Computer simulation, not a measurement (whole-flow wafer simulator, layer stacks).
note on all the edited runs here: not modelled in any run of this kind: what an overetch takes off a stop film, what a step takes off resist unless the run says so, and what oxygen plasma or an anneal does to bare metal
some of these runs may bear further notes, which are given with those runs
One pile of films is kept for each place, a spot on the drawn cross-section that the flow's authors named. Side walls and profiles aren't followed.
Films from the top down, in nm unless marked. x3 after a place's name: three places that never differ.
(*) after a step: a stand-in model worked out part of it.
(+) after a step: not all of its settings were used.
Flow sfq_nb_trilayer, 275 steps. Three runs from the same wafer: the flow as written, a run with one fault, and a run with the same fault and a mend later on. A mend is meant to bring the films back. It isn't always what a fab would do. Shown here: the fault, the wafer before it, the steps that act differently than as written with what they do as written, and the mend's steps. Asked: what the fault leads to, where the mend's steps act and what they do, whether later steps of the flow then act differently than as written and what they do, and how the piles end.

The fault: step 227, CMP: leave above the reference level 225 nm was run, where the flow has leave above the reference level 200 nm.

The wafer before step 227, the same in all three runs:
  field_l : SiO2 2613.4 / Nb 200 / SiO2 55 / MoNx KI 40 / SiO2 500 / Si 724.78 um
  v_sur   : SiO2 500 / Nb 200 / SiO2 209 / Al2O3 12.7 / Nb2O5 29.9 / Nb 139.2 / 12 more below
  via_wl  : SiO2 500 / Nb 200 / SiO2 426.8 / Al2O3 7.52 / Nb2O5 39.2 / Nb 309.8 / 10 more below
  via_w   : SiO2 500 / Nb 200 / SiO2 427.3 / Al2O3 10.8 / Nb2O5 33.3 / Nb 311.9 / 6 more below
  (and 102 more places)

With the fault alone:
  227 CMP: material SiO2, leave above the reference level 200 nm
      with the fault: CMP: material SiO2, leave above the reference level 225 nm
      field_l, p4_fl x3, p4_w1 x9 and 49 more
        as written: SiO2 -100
        with the fault: SiO2 -75
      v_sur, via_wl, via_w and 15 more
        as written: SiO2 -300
        with the fault: SiO2 -275
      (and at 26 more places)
  Later steps of the flow that act differently than as written (3 more steps differ only slightly, by at most 2% or 0.5 nm, whichever is larger, and aren't shown):
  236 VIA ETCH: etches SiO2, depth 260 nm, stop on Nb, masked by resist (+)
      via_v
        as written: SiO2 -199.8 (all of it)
        with the fault: SiO2 -224.8 (all of it)
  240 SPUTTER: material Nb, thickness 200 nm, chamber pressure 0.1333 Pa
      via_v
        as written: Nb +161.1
        with the fault: Nb +155.2
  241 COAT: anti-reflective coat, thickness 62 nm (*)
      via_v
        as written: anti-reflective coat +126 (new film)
        with the fault: anti-reflective coat +131.5 (new film)
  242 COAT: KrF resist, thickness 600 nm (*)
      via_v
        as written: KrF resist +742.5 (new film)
        with the fault: KrF resist +763.7 (new film)
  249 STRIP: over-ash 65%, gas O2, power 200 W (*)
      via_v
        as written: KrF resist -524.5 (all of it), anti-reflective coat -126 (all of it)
        with the fault: KrF resist -545.6 (all of it), anti-reflective coat -131.5 (all of it)
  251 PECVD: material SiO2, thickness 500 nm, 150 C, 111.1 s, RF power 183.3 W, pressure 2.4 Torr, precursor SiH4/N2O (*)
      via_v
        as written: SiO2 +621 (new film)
        with the fault: SiO2 +651.9 (new film)
  At the end the piles differ from the flow's by more than 2% or 0.5 nm, whichever is larger, at v_sur, via_wl, via_w and 62 more.
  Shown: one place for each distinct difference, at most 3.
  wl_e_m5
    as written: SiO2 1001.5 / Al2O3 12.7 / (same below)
    with the fault: SiO2 1026.5 / Al2O3 12.7 / (same below)
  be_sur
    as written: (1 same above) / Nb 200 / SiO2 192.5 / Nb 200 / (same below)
    with the fault: (1 same above) / Nb 200 / SiO2 217.5 / Nb 200 / (same below)
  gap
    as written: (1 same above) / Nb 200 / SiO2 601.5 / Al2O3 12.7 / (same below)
    with the fault: (1 same above) / Nb 200 / SiO2 626.5 / Al2O3 12.7 / (same below)

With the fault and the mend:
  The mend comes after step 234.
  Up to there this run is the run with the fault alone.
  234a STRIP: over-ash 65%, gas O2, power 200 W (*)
      field_l, v_sur, via_wl and 102 more
        KrF resist -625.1 (all of it), anti-reflective coat -62 (all of it)
      via_v
        anti-reflective coat -62 (all of it)
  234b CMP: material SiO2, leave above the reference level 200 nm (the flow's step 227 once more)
      field_l, v_sur, via_wl and 103 more
        SiO2 -25
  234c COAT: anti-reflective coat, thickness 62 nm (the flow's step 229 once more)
      field_l, v_sur, via_wl and 103 more
        anti-reflective coat +62 (new film)
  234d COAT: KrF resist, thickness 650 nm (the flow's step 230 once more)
      field_l, v_sur, via_wl and 103 more
        KrF resist +650 (new film)
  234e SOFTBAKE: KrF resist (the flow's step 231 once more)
      changes no film at any place that is followed
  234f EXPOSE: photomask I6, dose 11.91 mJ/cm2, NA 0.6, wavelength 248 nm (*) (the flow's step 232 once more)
      changes no film at any place that is followed
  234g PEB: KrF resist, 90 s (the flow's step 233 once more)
      field_l, v_sur, via_wl and 103 more
        KrF resist -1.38
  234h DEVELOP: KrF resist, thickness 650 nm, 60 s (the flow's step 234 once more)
      field_l, v_sur, via_wl and 102 more
        KrF resist -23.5
      via_v
        KrF resist -648.6 (all of it)
  No later step of the flow acts differently than as written at any place that is followed.
  At the end the piles are the same as the flow's at every place that both follow.
